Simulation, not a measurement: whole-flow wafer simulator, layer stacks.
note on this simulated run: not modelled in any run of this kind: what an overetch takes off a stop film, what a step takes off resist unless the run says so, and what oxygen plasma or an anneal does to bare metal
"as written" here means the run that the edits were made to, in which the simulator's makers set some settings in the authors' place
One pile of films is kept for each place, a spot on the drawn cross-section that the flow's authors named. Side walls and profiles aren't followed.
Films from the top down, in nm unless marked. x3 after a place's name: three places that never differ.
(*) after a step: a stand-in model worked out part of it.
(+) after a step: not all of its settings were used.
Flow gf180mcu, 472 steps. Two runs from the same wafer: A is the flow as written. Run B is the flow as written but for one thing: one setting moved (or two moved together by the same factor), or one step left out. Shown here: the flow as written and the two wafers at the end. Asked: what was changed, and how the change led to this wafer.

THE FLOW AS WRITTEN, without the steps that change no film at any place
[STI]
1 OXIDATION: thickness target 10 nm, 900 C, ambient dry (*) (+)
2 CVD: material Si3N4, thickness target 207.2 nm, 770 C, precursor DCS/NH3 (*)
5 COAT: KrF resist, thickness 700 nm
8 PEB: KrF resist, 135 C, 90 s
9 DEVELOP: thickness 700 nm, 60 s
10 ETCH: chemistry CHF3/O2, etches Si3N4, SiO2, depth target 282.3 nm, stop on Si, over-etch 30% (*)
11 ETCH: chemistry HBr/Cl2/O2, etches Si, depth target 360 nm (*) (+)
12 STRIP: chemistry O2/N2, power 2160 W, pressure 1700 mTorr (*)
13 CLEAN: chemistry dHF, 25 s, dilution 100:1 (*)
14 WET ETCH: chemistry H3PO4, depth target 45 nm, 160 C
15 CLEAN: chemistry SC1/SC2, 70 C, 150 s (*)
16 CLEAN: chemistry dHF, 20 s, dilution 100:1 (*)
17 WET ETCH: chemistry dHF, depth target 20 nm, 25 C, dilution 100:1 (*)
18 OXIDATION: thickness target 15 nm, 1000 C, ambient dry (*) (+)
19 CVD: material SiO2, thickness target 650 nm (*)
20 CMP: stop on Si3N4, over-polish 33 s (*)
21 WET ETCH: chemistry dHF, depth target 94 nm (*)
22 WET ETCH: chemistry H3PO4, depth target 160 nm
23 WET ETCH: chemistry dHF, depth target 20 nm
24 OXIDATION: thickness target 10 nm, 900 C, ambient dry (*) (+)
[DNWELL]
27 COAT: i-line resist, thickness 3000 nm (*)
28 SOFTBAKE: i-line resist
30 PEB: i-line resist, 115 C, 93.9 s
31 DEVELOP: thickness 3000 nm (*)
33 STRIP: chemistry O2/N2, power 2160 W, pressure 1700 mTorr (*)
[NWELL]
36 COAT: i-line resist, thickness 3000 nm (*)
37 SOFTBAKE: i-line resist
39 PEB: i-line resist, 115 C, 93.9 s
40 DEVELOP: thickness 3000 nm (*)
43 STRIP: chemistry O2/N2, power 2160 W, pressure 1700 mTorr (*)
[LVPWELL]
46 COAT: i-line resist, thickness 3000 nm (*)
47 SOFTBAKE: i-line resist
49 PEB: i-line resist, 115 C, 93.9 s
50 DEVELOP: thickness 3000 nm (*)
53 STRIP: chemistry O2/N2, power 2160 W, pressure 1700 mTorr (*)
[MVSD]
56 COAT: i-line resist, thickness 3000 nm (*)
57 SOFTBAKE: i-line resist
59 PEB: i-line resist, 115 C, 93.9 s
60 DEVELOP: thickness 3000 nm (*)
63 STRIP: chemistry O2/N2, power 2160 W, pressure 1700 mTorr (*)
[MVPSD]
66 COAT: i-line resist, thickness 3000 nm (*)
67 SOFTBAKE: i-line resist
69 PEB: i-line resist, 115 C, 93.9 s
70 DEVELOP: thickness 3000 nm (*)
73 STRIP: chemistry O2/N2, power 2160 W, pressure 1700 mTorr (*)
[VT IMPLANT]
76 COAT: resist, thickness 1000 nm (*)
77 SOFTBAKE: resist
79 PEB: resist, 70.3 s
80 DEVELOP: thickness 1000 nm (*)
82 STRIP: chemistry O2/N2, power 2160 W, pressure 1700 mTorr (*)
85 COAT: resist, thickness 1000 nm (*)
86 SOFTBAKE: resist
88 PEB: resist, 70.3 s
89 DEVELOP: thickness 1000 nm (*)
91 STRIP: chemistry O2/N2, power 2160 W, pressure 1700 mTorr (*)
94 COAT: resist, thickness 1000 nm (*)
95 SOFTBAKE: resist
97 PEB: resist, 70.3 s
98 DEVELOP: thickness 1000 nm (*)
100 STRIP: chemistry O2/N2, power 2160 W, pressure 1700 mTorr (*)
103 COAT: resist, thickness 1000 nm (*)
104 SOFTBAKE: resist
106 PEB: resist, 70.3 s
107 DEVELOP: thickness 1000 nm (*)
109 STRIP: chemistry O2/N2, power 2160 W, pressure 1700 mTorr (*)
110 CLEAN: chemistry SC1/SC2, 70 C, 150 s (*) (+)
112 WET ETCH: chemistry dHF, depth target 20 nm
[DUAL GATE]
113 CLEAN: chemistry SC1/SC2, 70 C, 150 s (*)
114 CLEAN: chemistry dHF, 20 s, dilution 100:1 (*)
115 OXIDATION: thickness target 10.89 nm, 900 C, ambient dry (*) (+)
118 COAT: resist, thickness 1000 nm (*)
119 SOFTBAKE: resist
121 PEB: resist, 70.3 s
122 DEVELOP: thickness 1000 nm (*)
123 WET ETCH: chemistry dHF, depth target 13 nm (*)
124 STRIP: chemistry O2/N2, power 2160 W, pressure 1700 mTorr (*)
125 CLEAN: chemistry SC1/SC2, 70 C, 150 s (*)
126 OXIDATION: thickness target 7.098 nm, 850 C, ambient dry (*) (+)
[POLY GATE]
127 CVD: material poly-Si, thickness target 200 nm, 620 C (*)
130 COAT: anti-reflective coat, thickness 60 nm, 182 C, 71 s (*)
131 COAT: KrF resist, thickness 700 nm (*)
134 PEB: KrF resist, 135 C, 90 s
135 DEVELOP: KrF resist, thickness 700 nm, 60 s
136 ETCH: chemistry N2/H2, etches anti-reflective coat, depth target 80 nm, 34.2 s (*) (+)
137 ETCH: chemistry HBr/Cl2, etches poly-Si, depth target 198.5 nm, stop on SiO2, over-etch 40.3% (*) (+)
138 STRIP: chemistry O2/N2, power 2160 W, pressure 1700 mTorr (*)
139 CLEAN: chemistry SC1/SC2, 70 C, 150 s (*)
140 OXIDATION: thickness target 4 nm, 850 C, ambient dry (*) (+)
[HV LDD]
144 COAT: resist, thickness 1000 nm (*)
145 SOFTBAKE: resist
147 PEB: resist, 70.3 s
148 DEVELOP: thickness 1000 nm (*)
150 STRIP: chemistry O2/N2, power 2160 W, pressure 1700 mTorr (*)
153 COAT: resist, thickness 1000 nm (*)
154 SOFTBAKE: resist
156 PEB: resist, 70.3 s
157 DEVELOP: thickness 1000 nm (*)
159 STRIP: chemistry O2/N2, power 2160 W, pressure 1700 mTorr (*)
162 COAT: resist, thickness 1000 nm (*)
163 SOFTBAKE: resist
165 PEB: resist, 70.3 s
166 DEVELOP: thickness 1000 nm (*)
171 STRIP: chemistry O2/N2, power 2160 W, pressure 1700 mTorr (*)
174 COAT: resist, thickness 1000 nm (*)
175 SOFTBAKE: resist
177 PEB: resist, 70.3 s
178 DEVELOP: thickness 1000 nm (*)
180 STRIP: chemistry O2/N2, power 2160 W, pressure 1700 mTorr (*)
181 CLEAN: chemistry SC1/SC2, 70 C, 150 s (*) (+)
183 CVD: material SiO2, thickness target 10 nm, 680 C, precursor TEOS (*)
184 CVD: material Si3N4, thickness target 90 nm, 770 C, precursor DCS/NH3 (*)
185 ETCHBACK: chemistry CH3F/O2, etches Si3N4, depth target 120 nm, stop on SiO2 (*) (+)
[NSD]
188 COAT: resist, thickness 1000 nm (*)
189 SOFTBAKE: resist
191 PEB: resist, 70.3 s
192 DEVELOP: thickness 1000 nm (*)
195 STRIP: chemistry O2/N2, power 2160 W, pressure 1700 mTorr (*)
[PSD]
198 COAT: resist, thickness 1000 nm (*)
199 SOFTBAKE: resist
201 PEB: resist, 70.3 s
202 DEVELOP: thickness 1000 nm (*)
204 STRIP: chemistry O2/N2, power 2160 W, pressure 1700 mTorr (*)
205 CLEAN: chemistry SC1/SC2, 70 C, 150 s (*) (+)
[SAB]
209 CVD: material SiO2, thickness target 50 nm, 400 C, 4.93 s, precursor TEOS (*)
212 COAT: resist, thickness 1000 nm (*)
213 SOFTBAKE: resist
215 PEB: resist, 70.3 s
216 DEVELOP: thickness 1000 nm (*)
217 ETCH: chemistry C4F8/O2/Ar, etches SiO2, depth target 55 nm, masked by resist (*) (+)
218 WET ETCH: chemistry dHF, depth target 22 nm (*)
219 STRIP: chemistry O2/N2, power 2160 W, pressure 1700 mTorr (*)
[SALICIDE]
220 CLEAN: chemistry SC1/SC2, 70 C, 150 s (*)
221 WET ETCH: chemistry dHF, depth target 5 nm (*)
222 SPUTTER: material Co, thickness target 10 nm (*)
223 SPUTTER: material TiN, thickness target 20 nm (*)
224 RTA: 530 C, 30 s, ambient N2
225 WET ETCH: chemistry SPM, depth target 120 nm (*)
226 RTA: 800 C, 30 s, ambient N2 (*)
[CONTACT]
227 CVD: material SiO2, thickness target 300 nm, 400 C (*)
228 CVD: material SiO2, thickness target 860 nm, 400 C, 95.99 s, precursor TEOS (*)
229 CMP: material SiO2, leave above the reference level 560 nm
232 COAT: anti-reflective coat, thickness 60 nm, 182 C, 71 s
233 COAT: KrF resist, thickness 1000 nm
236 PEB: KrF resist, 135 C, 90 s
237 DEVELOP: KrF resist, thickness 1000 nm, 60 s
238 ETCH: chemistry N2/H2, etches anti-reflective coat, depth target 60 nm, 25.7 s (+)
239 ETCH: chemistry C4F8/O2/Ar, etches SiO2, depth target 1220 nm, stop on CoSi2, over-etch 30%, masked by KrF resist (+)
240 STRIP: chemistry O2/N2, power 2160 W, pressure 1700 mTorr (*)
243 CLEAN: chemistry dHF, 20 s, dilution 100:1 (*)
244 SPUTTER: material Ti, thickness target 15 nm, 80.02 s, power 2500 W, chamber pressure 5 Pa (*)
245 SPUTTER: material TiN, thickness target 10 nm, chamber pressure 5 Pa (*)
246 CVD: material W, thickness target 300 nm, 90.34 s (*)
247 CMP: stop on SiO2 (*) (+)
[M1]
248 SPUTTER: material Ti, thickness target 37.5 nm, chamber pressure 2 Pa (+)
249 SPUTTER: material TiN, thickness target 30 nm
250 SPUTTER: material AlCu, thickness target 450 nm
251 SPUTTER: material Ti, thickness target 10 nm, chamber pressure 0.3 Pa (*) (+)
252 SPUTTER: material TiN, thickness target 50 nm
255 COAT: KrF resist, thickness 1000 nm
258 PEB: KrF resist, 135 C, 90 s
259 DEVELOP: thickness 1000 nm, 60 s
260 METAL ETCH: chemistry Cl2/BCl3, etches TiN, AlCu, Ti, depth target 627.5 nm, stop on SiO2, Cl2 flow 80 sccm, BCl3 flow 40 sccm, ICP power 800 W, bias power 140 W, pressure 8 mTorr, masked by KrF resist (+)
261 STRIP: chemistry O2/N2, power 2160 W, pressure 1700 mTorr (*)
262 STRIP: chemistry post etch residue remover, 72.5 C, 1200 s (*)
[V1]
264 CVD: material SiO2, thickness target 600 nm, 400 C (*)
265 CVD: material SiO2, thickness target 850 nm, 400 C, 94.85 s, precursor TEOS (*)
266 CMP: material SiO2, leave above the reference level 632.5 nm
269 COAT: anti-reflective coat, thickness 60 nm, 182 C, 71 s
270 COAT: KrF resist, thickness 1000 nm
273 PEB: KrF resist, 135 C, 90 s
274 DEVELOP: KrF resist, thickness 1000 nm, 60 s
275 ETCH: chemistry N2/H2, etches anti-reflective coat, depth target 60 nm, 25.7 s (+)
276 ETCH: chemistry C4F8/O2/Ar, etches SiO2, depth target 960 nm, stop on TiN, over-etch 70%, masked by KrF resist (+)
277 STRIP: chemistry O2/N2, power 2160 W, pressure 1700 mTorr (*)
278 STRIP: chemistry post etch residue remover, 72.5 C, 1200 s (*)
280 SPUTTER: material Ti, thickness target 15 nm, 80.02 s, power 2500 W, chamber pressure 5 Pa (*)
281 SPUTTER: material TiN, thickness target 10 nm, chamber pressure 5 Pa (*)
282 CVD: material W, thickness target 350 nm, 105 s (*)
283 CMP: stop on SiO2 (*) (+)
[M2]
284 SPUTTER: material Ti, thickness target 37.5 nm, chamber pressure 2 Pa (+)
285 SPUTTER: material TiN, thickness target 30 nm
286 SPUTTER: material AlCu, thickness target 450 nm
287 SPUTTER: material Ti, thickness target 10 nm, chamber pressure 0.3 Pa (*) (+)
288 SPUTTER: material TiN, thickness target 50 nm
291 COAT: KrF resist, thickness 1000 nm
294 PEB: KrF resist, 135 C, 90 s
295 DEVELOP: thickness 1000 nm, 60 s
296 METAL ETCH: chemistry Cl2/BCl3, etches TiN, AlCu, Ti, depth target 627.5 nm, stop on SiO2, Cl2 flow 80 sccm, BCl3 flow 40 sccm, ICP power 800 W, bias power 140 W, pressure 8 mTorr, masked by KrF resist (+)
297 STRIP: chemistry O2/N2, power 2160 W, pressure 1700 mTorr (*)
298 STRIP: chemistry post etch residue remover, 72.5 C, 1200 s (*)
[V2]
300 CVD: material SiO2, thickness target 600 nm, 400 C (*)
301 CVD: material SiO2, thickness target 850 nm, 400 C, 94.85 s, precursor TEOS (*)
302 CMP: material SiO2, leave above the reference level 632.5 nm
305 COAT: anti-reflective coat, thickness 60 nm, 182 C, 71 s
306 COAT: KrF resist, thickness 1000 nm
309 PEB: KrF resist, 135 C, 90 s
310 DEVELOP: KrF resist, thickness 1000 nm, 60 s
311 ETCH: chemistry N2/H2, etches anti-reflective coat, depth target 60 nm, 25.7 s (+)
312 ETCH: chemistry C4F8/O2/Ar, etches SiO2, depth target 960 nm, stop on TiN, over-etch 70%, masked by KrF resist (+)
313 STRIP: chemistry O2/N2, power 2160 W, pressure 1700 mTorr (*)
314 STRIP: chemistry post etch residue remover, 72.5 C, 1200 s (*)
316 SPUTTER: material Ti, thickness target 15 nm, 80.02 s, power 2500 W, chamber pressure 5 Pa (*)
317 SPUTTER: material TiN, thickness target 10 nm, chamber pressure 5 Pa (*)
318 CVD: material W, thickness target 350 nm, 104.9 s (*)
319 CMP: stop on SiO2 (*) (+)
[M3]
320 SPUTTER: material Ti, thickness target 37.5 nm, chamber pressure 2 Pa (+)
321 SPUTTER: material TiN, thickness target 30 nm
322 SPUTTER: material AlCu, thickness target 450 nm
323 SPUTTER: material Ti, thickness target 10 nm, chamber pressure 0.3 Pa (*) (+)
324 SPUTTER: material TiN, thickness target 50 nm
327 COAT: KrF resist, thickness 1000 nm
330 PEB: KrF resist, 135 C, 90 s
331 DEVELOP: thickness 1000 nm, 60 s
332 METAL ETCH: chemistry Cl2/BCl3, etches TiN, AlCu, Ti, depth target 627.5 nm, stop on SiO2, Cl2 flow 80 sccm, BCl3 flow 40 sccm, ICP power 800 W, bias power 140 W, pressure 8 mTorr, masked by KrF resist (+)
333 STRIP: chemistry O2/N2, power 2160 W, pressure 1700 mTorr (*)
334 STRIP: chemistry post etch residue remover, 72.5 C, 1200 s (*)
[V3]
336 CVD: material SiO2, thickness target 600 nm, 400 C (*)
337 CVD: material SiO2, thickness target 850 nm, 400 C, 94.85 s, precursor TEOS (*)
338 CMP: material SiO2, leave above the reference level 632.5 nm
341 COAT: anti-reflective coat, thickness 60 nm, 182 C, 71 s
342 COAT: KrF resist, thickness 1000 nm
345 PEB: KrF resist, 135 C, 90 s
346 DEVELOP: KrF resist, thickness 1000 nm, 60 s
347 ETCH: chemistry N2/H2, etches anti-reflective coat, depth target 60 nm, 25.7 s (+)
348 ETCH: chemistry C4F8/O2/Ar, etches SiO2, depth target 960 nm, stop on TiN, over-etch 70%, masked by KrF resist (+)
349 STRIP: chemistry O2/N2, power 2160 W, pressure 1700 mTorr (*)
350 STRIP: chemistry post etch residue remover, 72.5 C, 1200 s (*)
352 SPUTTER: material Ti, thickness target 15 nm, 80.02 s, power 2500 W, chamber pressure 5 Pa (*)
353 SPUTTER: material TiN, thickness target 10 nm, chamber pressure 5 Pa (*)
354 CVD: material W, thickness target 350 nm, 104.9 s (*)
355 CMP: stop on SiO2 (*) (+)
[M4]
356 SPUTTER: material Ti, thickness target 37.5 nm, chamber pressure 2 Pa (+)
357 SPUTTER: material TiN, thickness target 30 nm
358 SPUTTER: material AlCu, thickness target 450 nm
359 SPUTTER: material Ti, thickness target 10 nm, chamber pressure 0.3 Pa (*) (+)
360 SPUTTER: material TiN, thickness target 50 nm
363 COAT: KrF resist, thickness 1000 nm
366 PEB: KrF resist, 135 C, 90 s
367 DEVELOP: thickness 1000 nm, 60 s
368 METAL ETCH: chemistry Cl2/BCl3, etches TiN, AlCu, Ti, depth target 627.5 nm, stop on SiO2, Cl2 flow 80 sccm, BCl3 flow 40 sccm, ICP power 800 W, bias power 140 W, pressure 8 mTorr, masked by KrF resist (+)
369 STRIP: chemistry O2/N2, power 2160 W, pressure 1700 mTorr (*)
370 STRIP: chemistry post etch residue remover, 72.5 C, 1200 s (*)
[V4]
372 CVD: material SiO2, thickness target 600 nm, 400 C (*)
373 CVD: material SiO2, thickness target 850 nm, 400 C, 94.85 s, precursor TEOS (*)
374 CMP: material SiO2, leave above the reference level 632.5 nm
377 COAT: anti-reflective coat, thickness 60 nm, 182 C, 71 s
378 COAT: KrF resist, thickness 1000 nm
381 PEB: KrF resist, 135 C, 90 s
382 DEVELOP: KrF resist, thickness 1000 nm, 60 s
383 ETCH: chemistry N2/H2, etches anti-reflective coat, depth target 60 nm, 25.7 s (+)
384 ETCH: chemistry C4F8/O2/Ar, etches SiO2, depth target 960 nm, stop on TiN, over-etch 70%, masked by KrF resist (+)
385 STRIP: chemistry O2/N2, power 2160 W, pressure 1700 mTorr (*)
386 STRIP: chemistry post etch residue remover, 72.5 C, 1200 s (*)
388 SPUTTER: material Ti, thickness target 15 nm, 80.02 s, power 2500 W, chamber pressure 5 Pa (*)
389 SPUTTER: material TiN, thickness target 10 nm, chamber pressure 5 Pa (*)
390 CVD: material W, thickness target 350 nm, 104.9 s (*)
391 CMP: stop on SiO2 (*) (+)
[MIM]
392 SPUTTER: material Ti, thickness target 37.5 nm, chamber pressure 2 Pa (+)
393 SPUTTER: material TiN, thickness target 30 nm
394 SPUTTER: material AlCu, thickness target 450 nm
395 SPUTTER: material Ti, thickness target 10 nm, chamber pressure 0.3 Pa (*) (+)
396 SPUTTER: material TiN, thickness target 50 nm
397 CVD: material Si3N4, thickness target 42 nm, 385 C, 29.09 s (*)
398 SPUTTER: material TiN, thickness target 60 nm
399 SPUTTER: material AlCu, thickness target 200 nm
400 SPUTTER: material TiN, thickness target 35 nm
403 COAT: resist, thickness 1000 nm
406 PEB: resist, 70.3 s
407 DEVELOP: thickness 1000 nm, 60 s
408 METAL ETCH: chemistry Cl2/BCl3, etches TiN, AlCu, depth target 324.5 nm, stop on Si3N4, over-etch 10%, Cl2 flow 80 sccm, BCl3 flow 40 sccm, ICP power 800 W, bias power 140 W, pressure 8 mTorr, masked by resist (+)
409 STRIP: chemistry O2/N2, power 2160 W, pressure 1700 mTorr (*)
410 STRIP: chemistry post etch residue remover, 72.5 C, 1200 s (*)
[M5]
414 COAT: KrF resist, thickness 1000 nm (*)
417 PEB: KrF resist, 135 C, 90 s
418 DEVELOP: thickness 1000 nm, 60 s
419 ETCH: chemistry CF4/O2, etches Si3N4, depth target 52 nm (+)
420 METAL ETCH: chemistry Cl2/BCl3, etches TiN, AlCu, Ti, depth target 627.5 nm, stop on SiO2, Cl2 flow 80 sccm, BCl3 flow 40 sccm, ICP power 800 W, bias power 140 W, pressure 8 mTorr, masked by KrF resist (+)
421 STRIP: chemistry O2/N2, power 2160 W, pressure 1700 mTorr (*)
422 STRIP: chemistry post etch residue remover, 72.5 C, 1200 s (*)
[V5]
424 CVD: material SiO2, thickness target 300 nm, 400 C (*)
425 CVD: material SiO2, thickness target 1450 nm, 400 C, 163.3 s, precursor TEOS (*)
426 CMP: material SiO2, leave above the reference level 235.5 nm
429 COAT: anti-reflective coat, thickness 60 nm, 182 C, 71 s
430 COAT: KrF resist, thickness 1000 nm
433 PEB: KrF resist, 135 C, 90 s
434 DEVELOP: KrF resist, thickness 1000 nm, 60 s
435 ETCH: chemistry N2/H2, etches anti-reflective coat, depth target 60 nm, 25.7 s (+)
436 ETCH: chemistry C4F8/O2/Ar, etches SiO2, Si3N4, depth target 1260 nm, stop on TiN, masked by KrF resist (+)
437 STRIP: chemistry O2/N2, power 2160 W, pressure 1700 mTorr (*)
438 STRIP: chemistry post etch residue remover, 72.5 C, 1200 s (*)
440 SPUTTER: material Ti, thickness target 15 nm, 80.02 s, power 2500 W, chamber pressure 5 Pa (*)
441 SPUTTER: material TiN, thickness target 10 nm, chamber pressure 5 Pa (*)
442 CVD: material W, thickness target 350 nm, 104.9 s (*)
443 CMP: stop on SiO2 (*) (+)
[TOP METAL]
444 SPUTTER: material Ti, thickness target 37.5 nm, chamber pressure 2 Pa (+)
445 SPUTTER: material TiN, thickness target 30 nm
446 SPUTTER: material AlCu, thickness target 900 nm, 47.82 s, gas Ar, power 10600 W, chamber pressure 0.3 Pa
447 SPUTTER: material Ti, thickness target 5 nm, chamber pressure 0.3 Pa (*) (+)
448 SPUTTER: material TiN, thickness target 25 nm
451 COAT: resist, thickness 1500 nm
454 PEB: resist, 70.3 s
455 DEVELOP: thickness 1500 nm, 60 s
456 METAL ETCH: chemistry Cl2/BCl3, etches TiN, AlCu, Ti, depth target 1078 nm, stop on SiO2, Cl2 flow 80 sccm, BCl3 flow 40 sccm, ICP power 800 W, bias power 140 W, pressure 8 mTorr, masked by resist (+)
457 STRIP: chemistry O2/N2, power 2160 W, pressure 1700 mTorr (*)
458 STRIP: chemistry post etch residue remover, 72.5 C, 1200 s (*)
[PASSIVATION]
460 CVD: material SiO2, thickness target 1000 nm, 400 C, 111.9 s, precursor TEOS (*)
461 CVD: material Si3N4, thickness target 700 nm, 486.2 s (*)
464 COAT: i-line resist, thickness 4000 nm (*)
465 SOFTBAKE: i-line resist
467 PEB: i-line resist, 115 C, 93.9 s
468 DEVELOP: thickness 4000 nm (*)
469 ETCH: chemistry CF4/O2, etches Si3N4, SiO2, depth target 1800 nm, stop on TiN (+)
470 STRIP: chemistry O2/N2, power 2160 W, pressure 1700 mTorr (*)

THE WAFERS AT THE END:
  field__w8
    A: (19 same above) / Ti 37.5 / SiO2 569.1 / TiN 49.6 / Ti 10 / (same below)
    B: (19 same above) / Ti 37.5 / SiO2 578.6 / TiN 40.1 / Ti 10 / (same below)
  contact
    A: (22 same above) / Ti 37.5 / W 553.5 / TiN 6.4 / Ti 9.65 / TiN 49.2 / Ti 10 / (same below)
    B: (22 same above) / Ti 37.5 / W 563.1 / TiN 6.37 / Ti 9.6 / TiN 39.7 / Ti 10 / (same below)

The cause: step 324, SPUTTER: thickness target 40.5 nm was run, where the flow has thickness target 50 nm.

How the change led to this, step by step:
  324 SPUTTER: material TiN, thickness target 50 nm
      field, field__w1, field__w2 and 108 more: A TiN +50 (new film) | B TiN +40.5 (new film)
  332 METAL ETCH: chemistry Cl2/BCl3, etches TiN, AlCu, Ti, depth target 627.5 nm, stop on SiO2, Cl2 flow 80 sccm, BCl3 flow 40 sccm, ICP power 800 W, bias power 140 W, pressure 8 mTorr, masked by KrF resist (+)
      field, field__w1, field__w2 and 103 more: A TiN -50 (all of it), Ti -10 (all of it), AlCu -450 (all of it), TiN -30 (all of it), Ti -37.5 (all of it) | B TiN -40.5 (all of it), Ti -10 (all of it), AlCu -450 (all of it), TiN -30 (all of it), Ti -37.5 (all of it)
